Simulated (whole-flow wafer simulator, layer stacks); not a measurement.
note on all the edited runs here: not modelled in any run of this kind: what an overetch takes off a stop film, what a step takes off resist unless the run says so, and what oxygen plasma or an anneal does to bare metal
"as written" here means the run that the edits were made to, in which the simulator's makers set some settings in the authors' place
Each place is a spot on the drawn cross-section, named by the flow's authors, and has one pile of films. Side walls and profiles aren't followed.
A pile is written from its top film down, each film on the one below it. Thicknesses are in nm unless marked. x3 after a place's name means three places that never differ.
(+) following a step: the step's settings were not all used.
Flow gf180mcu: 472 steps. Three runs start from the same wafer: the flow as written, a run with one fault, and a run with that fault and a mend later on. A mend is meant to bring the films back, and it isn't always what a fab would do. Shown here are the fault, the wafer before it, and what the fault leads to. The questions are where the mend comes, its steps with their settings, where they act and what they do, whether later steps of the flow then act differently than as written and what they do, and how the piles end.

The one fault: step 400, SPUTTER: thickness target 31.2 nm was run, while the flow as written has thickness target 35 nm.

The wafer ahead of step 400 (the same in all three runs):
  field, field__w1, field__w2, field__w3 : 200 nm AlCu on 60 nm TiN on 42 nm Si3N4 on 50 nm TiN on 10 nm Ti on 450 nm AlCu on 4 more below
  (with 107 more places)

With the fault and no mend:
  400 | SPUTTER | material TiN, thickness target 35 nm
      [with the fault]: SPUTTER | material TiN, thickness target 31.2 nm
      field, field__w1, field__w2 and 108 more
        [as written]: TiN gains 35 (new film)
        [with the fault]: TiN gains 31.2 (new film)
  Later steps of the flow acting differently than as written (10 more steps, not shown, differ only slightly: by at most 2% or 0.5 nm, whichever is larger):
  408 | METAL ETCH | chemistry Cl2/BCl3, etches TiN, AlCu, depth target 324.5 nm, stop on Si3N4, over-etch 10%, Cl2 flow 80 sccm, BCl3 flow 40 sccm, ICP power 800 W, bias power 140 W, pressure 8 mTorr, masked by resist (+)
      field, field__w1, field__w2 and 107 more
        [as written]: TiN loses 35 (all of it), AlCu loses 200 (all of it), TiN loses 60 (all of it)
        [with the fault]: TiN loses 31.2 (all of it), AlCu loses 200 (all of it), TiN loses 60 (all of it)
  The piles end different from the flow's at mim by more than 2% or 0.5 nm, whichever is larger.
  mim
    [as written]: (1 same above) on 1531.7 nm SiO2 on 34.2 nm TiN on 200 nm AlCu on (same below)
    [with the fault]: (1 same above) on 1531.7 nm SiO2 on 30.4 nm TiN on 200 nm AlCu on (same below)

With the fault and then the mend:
  The mend follows step 400.
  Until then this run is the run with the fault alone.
  400a | SPUTTER | material TiN, thickness target 3.8 nm (the flow's step 400, run once more with other settings)
      field, field__w1, field__w2 and 108 more
        TiN gains 3.8
  Every later step of the flow that is run acts as written at every place that is followed.
  The piles end the same as the flow's at every place that both follow.
